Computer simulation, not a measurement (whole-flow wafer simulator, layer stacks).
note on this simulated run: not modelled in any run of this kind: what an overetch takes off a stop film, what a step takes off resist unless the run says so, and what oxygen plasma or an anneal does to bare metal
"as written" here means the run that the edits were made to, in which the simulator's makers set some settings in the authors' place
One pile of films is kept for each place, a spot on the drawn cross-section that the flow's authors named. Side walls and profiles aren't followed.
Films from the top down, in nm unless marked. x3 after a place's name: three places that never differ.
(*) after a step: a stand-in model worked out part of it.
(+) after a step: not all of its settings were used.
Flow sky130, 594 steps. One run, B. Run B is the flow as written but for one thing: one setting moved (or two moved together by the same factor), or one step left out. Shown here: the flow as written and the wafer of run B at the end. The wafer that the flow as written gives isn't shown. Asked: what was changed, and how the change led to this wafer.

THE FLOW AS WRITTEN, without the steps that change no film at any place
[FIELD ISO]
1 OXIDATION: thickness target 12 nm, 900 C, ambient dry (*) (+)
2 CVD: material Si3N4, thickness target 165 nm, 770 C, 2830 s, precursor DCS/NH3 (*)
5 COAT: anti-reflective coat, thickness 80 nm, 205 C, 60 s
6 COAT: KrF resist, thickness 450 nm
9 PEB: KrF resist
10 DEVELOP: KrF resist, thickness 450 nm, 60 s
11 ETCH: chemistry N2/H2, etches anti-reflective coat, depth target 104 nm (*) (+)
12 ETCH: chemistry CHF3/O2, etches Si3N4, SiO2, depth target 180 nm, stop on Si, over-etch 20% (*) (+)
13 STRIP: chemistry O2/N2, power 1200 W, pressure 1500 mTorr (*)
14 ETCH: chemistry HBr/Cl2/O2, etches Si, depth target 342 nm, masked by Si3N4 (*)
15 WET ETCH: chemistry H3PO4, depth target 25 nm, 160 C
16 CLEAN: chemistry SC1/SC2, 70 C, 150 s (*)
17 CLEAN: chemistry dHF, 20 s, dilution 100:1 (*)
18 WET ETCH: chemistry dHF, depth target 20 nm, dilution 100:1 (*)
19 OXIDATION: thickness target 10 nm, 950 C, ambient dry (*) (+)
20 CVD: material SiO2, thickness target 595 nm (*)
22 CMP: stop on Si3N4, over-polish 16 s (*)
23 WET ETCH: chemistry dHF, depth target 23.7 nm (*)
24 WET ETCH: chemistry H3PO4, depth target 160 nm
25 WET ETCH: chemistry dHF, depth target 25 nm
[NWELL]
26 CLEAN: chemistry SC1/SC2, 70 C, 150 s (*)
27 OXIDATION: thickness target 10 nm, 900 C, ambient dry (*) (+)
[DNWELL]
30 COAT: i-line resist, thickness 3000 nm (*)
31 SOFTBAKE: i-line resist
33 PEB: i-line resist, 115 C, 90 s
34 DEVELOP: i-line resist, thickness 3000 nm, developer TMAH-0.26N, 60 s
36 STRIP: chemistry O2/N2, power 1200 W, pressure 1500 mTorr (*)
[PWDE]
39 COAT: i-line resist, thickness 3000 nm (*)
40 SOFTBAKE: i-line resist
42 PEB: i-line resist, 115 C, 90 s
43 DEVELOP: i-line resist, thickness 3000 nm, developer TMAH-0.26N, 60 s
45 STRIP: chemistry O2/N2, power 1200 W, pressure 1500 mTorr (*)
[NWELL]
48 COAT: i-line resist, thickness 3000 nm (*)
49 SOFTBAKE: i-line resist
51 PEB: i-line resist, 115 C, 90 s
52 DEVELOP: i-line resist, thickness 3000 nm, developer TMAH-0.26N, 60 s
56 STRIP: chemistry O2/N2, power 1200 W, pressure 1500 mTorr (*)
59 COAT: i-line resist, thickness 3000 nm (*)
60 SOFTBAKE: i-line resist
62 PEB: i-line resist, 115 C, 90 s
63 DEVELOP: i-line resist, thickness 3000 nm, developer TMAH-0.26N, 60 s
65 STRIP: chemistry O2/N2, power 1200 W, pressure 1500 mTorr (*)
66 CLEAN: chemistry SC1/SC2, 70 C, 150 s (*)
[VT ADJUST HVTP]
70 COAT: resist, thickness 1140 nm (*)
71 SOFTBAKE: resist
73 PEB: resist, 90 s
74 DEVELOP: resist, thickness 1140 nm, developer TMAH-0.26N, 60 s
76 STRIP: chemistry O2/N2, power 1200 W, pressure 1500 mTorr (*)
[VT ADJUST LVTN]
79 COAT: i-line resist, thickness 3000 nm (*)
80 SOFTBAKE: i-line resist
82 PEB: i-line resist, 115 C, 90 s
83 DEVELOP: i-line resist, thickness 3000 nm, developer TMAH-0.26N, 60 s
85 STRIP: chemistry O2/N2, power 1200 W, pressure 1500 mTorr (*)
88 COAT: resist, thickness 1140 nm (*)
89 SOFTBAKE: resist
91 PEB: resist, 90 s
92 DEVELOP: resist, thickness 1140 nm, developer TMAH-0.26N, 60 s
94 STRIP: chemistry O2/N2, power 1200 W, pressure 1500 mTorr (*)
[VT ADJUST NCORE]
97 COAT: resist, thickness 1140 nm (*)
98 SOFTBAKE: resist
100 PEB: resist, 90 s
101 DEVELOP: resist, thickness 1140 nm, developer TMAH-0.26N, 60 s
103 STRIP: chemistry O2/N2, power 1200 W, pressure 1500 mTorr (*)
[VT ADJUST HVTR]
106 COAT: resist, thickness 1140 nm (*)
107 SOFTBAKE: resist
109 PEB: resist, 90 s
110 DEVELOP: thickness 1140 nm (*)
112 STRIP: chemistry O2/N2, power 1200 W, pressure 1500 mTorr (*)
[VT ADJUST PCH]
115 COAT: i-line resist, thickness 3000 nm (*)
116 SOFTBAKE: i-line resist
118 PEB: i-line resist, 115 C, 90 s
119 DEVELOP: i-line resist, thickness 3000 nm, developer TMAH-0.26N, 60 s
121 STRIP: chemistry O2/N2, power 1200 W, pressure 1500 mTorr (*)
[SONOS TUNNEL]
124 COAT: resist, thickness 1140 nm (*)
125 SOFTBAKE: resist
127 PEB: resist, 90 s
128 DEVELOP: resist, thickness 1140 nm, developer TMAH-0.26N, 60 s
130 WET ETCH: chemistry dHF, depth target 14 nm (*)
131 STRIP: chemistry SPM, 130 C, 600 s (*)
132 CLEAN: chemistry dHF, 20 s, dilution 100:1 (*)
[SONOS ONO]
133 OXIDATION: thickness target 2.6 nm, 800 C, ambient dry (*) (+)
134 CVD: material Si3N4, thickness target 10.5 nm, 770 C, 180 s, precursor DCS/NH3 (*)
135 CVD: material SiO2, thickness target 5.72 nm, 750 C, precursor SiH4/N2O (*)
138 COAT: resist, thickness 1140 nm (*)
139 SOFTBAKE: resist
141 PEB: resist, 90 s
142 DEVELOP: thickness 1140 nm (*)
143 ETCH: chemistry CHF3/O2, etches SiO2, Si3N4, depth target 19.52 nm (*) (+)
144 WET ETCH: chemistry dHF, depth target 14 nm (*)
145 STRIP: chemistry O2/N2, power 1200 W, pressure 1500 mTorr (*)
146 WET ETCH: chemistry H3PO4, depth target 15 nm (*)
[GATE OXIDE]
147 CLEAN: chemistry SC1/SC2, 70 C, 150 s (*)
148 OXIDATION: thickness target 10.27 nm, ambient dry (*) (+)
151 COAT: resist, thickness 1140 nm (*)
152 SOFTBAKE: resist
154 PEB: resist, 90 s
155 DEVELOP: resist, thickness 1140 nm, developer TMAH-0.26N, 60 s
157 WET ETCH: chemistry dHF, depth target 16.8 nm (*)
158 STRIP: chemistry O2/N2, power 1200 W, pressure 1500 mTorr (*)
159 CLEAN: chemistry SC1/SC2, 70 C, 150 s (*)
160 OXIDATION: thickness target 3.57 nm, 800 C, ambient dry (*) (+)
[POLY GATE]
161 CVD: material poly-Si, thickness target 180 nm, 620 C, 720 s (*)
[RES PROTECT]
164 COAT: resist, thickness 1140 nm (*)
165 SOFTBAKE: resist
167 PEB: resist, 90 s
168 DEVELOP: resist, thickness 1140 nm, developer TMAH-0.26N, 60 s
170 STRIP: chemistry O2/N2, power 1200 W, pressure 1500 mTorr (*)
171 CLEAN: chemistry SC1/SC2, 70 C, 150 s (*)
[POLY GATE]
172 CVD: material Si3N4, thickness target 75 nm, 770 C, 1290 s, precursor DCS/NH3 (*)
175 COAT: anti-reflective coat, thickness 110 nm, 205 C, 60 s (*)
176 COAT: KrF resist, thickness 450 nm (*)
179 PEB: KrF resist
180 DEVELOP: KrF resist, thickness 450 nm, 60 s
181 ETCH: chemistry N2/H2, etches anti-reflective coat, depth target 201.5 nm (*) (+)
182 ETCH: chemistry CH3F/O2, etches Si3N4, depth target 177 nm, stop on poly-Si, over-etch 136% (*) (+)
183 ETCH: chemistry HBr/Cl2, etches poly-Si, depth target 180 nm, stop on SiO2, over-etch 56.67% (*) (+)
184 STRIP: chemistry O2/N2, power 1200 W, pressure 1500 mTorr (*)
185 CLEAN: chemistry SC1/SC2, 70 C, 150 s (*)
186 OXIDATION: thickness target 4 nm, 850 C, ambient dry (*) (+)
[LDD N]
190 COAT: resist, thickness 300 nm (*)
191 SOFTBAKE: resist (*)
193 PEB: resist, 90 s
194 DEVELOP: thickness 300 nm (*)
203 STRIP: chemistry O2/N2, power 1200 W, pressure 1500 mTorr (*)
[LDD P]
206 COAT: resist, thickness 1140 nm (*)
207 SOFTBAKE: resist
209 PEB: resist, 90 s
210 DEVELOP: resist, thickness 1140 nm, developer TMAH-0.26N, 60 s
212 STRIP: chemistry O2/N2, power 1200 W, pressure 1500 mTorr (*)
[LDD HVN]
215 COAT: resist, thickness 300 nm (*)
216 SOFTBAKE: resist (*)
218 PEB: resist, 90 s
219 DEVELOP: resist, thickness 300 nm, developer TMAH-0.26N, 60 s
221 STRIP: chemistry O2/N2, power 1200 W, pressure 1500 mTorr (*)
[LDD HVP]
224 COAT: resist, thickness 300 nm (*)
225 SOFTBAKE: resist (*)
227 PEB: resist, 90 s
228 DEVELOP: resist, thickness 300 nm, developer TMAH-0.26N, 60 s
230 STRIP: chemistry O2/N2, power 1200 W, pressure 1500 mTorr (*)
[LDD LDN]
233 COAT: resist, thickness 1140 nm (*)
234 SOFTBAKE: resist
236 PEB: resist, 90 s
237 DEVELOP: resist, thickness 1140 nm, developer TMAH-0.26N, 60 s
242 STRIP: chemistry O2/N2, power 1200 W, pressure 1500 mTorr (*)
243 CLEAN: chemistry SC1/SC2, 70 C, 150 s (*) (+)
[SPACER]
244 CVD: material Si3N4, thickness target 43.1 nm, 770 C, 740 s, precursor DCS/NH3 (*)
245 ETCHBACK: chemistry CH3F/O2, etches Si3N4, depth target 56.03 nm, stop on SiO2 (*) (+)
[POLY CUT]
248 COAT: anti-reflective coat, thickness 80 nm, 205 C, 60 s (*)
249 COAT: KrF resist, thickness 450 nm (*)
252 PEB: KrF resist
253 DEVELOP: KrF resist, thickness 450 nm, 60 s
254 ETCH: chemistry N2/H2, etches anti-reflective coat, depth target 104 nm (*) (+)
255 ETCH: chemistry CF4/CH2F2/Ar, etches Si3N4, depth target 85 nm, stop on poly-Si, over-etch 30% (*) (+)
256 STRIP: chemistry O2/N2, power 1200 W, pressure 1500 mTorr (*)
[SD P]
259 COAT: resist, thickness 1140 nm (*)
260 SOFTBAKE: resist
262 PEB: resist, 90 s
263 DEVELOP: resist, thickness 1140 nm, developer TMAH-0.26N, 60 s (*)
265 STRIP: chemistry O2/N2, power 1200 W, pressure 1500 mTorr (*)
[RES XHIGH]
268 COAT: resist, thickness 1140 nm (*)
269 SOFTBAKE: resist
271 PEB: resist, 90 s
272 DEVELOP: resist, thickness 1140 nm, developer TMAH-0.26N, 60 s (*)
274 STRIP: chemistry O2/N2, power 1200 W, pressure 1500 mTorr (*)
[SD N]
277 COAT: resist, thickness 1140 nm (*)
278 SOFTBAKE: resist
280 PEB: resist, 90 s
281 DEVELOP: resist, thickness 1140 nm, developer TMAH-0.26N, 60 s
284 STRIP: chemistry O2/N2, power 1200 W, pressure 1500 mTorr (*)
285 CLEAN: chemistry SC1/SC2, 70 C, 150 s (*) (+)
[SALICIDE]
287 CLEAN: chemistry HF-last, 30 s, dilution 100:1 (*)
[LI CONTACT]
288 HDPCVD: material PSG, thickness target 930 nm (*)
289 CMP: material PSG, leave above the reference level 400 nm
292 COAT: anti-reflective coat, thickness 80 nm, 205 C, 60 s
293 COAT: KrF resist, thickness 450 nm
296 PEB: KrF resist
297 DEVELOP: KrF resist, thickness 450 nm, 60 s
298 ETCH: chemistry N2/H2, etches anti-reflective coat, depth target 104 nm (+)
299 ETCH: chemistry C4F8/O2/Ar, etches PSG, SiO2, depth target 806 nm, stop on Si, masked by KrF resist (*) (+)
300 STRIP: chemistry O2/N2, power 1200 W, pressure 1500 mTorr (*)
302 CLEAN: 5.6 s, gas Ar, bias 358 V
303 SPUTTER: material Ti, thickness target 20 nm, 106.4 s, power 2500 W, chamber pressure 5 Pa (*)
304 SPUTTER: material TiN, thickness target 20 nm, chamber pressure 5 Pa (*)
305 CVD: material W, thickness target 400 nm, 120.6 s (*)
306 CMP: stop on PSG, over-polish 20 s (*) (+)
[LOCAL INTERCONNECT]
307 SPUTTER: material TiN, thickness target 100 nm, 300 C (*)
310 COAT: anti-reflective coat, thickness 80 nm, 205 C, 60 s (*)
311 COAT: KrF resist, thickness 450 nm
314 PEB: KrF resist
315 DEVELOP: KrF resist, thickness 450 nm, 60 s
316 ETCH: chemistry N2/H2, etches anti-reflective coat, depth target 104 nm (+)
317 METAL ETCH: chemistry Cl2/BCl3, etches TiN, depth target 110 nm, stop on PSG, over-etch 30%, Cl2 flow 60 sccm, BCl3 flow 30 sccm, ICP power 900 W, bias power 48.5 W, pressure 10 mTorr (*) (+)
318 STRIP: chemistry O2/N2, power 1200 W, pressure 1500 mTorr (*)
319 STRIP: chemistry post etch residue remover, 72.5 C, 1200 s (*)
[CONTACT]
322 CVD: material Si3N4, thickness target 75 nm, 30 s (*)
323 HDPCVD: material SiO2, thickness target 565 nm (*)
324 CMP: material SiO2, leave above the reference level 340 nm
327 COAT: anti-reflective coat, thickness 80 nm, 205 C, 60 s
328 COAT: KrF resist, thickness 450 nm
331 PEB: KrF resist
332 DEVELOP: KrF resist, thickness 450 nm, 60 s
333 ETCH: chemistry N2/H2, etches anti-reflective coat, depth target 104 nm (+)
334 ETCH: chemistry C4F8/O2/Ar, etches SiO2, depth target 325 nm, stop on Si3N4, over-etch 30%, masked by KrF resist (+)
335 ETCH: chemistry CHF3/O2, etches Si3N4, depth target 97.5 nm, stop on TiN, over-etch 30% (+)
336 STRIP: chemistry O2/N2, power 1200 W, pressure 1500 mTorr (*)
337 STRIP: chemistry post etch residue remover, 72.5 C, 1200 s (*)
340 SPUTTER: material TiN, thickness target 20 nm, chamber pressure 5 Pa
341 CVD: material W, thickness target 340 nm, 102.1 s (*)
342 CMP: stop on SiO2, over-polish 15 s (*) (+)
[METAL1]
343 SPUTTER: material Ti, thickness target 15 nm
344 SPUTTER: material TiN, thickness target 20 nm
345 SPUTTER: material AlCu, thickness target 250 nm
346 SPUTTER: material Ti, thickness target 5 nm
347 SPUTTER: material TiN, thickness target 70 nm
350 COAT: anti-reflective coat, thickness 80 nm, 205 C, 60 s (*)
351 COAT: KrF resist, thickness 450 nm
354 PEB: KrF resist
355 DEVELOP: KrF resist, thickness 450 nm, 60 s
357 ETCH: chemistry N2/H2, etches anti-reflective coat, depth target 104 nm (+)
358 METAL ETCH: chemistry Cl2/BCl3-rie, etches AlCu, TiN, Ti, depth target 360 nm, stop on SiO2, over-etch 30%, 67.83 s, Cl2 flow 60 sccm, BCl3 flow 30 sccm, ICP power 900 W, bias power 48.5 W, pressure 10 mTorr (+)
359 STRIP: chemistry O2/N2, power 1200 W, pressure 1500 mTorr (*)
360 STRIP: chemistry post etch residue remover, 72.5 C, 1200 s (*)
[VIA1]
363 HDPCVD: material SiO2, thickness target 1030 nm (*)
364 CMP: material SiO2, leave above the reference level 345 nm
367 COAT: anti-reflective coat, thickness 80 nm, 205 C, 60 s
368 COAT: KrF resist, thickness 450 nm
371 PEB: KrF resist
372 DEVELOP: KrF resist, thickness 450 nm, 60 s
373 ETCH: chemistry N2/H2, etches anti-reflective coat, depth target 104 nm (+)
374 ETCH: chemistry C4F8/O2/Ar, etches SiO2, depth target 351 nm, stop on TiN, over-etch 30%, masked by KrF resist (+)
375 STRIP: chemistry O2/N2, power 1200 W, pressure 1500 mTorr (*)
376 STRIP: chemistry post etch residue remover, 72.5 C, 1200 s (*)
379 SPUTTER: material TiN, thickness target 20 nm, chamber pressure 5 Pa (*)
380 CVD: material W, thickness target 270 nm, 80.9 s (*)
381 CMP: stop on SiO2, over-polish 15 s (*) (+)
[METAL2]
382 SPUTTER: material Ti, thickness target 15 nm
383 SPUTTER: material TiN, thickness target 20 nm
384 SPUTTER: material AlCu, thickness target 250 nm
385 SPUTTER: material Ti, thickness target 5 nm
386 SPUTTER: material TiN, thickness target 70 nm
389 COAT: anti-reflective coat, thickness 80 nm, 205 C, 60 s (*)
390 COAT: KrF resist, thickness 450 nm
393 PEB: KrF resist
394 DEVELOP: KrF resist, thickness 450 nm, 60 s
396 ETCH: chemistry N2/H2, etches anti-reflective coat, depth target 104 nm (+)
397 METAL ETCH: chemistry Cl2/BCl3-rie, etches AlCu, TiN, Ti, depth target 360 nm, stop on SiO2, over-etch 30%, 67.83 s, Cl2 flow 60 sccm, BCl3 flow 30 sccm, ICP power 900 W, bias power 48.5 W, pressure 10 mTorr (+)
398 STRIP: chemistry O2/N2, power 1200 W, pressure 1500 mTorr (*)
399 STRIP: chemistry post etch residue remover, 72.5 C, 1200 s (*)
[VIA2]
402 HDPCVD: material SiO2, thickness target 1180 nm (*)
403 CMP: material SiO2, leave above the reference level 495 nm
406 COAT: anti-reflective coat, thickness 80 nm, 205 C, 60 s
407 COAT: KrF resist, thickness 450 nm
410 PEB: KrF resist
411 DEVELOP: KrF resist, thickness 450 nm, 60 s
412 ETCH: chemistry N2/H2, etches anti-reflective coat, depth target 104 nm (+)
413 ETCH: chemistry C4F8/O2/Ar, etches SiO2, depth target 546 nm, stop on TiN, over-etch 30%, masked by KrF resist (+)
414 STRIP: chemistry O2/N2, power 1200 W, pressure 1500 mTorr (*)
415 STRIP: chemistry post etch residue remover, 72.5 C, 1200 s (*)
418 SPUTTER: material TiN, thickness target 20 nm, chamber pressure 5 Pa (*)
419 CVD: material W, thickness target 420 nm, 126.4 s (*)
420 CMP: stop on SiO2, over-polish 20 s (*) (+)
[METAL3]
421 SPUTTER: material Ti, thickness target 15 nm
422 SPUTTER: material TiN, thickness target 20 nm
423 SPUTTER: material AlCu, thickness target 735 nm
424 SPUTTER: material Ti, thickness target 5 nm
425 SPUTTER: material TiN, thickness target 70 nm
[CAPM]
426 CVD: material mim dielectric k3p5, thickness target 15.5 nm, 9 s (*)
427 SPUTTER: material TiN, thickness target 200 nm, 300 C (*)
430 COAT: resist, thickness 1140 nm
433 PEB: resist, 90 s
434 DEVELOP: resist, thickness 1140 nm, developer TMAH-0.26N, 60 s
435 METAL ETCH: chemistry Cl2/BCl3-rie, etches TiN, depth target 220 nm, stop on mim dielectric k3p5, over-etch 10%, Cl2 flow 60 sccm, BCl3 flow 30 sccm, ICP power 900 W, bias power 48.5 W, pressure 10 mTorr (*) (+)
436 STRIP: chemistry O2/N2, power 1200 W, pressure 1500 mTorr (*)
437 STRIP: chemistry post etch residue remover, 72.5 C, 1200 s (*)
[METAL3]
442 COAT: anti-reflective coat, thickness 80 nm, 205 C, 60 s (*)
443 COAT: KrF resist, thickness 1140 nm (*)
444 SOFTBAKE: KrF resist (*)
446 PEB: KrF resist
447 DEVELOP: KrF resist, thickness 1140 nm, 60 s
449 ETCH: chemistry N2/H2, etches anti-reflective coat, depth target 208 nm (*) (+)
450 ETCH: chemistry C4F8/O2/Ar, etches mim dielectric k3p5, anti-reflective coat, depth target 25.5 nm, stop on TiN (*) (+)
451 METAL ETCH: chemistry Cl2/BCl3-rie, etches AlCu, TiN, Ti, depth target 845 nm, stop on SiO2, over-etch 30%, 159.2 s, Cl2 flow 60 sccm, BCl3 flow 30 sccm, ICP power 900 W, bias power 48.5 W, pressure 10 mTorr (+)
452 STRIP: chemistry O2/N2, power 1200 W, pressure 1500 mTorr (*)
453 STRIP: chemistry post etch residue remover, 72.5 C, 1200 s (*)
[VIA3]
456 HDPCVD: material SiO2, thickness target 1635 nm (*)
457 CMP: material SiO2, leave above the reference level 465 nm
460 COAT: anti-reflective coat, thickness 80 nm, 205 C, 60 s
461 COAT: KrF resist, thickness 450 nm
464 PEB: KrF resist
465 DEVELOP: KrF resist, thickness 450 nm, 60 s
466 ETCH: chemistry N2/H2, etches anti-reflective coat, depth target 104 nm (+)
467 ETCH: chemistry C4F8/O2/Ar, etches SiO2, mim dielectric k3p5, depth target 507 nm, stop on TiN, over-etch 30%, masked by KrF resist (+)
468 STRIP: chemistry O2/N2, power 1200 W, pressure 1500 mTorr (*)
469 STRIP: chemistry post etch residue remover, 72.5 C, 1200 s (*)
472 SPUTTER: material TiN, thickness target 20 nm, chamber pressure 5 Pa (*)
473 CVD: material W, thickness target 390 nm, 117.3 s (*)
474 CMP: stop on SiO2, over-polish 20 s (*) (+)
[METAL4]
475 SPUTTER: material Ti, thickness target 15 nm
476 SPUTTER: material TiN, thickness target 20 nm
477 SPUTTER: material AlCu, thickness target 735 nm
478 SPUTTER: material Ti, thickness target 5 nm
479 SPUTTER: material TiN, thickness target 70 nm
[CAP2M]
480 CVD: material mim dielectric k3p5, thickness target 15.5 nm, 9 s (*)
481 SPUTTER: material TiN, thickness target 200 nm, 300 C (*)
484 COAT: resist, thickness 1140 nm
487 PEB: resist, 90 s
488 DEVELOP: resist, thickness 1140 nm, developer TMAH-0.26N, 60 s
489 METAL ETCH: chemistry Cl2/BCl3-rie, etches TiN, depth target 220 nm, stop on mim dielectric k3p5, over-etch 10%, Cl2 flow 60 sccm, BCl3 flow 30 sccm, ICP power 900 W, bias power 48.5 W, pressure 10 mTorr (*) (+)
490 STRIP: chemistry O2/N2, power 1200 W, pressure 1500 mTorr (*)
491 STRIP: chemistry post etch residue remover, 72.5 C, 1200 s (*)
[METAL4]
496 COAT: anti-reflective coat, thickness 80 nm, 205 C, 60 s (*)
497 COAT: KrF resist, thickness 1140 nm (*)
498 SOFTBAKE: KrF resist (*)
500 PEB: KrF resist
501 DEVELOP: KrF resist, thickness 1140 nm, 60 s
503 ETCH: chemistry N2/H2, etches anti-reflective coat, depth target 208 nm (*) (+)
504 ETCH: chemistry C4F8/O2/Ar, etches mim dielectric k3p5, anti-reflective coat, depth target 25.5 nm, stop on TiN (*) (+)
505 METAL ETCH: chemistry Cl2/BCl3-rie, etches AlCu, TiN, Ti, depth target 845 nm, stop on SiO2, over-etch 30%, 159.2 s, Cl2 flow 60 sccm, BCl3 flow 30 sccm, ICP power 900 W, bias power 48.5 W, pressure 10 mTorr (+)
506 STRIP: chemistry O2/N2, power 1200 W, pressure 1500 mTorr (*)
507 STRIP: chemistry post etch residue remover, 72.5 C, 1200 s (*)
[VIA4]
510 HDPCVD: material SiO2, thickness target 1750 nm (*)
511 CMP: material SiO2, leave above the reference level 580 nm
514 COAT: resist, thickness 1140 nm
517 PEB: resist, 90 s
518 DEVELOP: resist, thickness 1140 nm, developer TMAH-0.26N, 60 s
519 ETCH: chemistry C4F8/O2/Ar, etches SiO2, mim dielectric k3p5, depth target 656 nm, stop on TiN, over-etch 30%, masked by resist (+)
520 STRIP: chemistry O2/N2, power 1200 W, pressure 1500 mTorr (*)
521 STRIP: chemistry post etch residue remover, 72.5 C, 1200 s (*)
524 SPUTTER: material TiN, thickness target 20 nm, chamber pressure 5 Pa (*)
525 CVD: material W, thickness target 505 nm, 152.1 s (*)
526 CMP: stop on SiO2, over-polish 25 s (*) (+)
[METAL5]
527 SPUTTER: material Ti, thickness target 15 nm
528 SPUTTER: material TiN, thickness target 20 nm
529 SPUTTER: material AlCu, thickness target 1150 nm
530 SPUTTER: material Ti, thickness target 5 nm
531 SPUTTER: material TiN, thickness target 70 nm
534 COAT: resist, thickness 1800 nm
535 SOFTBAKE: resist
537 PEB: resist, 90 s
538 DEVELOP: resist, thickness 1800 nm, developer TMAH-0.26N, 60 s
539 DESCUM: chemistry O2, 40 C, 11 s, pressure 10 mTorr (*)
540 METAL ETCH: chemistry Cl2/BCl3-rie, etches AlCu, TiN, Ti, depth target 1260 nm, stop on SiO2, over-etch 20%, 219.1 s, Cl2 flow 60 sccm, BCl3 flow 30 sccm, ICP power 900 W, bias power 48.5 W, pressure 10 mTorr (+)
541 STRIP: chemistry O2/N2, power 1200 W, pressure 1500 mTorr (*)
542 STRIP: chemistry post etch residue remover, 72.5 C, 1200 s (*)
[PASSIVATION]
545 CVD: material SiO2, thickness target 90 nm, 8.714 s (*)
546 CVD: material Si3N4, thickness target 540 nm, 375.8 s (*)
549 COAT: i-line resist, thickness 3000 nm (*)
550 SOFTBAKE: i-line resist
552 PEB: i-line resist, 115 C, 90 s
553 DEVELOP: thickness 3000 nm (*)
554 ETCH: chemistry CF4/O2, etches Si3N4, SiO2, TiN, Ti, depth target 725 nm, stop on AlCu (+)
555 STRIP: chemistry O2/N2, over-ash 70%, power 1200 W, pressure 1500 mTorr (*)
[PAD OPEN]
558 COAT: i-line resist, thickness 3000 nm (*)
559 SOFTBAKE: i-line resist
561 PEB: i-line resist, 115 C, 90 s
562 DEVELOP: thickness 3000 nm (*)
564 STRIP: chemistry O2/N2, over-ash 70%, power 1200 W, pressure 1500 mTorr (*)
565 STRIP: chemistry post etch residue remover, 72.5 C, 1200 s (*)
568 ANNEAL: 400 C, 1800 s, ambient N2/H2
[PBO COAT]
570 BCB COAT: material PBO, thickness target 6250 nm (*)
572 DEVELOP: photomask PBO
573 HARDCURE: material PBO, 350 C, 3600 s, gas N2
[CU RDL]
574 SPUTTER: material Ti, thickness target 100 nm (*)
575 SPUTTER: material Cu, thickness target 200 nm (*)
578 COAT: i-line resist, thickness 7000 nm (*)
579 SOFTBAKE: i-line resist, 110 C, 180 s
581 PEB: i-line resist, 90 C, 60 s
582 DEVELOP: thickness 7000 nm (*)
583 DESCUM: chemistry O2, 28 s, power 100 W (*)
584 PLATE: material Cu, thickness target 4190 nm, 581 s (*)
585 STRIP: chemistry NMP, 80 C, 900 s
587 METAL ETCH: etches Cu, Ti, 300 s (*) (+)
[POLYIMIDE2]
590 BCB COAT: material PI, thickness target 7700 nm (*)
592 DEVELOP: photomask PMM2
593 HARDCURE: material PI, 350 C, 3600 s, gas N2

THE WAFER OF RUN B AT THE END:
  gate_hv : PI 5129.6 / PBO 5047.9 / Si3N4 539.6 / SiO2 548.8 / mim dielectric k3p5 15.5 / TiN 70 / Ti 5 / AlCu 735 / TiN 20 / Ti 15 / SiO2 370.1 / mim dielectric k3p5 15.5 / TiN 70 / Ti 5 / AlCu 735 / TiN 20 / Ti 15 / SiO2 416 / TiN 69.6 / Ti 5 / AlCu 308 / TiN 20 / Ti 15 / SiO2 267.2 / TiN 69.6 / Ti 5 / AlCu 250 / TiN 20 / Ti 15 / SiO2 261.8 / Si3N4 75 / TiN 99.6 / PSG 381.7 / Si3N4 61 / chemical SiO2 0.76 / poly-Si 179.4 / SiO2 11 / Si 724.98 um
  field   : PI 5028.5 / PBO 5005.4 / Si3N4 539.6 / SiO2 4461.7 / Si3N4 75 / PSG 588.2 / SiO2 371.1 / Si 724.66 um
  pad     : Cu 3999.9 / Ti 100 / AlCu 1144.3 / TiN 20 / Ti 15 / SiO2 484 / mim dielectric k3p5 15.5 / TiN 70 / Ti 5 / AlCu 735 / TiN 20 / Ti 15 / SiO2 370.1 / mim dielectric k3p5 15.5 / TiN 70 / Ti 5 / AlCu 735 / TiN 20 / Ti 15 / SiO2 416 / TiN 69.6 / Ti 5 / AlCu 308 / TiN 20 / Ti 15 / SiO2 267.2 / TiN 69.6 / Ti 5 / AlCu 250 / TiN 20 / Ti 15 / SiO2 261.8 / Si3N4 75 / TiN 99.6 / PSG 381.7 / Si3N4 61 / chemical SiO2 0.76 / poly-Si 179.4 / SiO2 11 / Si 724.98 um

The cause: step 384, SPUTTER: thickness target 308 nm was run, where the flow has thickness target 250 nm.
It can be read off the wafer: gate_hv has AlCu 308, and step 384 as written asks for 250 nm.

How the change led to this, step by step:
  384 SPUTTER: material AlCu, thickness target 250 nm
      field, active, n_well and 188 more: AlCu +308 (new film) (as written it would be: AlCu +250 (new film))
  397 METAL ETCH: chemistry Cl2/BCl3-rie, etches AlCu, TiN, Ti, depth target 360 nm, stop on SiO2, over-etch 30%, 67.83 s, Cl2 flow 60 sccm, BCl3 flow 30 sccm, ICP power 900 W, bias power 48.5 W, pressure 10 mTorr (+)
      field, active, gate and 82 more: TiN -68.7 (all of it), Ti -5 (all of it), AlCu -308 (all of it), TiN -20 (all of it), Ti -15 (all of it), SiO2 -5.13 (as written it would be: TiN -68.7 (all of it), Ti -5 (all of it), AlCu -250 (all of it), TiN -20 (all of it), Ti -15 (all of it), SiO2 -10.9)
  403 CMP: material SiO2, leave above the reference level 495 nm
      field, active, gate and 82 more: SiO2 -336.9 (as written it would be: SiO2 -389.1)
